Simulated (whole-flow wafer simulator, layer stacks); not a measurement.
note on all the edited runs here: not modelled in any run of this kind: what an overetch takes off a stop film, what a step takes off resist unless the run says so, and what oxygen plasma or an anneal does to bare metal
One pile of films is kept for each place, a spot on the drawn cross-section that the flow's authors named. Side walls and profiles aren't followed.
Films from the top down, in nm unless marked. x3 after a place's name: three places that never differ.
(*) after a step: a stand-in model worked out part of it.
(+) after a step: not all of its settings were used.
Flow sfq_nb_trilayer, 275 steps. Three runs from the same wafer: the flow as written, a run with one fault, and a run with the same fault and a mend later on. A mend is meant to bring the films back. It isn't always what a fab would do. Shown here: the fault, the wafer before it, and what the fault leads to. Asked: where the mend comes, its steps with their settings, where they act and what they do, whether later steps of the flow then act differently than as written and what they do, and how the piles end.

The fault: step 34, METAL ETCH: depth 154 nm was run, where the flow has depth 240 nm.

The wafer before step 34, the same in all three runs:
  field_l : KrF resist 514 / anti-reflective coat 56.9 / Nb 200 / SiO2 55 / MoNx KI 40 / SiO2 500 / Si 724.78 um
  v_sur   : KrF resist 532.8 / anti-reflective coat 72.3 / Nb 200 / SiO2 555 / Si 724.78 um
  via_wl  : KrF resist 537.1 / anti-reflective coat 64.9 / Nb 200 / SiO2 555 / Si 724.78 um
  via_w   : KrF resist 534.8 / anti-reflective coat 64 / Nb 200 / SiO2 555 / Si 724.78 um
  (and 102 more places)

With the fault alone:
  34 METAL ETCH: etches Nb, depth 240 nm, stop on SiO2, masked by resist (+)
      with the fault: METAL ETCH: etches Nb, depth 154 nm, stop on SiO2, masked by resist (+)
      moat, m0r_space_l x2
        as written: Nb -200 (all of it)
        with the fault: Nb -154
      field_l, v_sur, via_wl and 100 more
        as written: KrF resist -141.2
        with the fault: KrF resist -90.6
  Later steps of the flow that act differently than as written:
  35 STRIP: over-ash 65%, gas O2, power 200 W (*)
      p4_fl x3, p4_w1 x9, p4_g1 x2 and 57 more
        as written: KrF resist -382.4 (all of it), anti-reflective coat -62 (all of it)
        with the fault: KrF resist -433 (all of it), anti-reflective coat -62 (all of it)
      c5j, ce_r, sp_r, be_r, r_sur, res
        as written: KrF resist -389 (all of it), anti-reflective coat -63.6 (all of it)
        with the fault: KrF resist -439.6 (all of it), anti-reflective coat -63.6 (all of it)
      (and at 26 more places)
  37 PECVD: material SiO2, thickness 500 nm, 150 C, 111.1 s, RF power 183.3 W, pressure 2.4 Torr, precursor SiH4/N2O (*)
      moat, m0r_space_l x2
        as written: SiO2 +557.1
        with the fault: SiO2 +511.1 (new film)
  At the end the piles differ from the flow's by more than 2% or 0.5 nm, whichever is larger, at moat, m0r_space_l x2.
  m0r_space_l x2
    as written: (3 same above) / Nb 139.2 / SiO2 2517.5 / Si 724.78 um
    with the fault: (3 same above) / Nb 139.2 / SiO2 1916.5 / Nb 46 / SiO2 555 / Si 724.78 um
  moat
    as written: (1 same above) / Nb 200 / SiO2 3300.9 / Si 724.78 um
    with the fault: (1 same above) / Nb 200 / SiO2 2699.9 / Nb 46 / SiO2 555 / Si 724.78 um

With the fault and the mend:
  The mend comes after step 34.
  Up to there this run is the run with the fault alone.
  34a METAL ETCH: etches Nb, depth 86 nm, stop on SiO2, masked by resist (+) (the flow's step 34 once more, with other settings)
      field_l, v_sur, via_wl and 100 more
        KrF resist -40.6
      moat, m0r_space_l x2
        Nb -46 (all of it)
  Later steps of the flow that act differently than as written:
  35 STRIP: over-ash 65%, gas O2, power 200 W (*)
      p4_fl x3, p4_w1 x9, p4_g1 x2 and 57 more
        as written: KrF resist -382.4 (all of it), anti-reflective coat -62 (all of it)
        with the mend: KrF resist -392.4 (all of it), anti-reflective coat -62 (all of it)
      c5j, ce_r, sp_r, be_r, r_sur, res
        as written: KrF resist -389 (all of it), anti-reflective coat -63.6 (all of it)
        with the mend: KrF resist -399 (all of it), anti-reflective coat -63.6 (all of it)
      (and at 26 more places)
  At the end the piles are the same as the flow's at every place that both follow.
